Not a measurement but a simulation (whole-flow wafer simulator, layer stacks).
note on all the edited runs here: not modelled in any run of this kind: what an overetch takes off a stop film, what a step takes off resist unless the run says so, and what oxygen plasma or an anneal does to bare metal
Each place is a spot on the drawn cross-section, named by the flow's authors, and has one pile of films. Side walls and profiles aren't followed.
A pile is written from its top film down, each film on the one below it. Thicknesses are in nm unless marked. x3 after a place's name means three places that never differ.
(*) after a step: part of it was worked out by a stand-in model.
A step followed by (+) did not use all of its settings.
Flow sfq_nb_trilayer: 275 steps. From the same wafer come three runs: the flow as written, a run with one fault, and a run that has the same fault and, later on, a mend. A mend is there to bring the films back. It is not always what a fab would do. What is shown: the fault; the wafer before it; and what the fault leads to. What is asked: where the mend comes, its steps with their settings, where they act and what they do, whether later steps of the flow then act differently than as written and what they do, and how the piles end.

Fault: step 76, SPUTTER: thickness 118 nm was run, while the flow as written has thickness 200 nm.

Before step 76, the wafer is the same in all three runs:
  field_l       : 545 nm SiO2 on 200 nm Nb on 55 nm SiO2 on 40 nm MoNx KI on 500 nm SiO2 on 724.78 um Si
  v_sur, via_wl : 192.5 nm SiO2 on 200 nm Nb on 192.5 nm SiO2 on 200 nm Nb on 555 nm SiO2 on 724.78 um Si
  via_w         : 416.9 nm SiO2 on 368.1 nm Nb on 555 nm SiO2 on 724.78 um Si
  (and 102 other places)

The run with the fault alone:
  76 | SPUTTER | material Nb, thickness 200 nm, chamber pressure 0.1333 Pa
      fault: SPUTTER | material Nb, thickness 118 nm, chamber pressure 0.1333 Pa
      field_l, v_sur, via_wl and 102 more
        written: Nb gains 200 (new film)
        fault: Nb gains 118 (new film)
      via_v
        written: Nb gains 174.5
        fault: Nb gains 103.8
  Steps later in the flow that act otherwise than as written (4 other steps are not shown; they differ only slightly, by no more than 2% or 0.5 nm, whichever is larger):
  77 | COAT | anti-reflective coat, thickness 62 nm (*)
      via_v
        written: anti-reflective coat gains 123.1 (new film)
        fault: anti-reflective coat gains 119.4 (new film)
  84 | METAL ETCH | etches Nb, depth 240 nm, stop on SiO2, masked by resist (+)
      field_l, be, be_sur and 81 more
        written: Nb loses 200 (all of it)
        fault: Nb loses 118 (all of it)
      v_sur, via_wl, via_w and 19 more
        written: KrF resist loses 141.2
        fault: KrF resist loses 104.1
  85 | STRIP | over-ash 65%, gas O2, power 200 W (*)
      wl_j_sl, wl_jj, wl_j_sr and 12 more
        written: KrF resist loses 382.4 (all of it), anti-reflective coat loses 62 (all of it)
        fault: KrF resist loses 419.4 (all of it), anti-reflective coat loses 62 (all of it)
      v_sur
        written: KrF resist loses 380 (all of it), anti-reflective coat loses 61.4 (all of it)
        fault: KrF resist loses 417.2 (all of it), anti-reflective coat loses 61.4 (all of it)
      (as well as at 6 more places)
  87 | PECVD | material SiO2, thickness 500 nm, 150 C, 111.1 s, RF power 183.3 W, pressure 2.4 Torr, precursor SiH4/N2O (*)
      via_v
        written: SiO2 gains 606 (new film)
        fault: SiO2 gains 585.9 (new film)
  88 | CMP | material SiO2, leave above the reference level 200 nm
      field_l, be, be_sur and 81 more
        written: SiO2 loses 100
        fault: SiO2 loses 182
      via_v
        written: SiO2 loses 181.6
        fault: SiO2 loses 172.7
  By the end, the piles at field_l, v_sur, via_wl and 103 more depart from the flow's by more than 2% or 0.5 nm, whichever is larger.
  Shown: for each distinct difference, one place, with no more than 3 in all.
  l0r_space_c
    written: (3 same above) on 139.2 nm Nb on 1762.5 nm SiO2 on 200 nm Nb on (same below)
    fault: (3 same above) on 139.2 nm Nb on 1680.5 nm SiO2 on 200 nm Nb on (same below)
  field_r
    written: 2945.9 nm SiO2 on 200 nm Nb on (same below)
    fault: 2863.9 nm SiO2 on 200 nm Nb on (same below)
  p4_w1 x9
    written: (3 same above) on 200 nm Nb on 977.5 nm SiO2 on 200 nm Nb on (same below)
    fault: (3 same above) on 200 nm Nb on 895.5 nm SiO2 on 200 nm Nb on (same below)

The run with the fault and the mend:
  The mend stands after step 82.
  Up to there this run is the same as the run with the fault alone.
  82a | STRIP | over-ash 65%, gas O2, power 200 W (*)
      p4_fl x3, p4_w1 x9, p4_g1 x2 and 48 more
        anti-reflective coat loses 62 (all of it)
      wl_j_sl, wl_jj, wl_j_sr and 12 more
        KrF resist loses 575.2 (all of it), anti-reflective coat loses 62 (all of it)
      moat, field_r, lsp_l and 6 more
        anti-reflective coat loses 61.8 (all of it)
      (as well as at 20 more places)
  82b | SPUTTER | material Nb, thickness 82 nm, chamber pressure 0.1333 Pa (the flow's step 76 again, with other settings)
      field_l, v_sur, via_wl and 102 more
        Nb gains 82
      via_v
        Nb gains 66.5
  82c | COAT | anti-reflective coat, thickness 62 nm (*) (the flow's step 77 again)
      p4_fl x3, p4_w1 x9, p4_g1 x2 and 63 more
        anti-reflective coat gains 62 (new film)
      moat, field_r, lsp_l and 6 more
        anti-reflective coat gains 61.8 (new film)
      be_r, r_sur, res, r_end
        anti-reflective coat gains 61.7 (new film)
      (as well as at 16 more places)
  82d | COAT | KrF resist, thickness 600 nm (*) (the flow's step 78 again)
      p4_fl x3, p4_w1 x9, p4_g1 x2 and 63 more
        KrF resist gains 600 (new film)
      field_r, lsp_l, ln_m5, l0v
        KrF resist gains 599.5 (new film)
      lsp_m, ln_m6, lsp_r, l0_sur
        KrF resist gains 599.6 (new film)
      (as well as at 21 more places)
  82e | SOFTBAKE | KrF resist (the flow's step 79 again)
      leaves every film unchanged at each place that is followed
  82f | EXPOSE | photomask M2, dose 12.11 mJ/cm2, NA 0.6, wavelength 248 nm (*) (the flow's step 80 again)
      leaves every film unchanged at each place that is followed
  82g | PEB | KrF resist, 90 s (the flow's step 81 again)
      field_l, v_sur, via_wl and 97 more
        KrF resist loses 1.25
      via_w, via_wr, via_sp, wire, be
        KrF resist loses 1.24
      via_v
        KrF resist loses 1.6
  82h | DEVELOP | KrF resist, thickness 600 nm, 60 s (the flow's step 82 again)
      p4_fl x3, p4_w1 x9, p4_g1 x2 and 48 more
        KrF resist loses 598.7 (all of it)
      v_sur, via_wl, via_w and 19 more
        KrF resist loses 23.5
      lsp_l, ln_m5, lsp_m, ln_m6, lsp_r, l0_sur, l0v
        KrF resist loses 598.3 (all of it)
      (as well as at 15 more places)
  Every later step of the flow that is run acts as written, at every place that is followed, to within 2% or 0.5 nm, whichever is larger.
  The piles end only slightly different from the flow's at the places that both follow, by no more than 2% or 0.5 nm, whichever is larger.
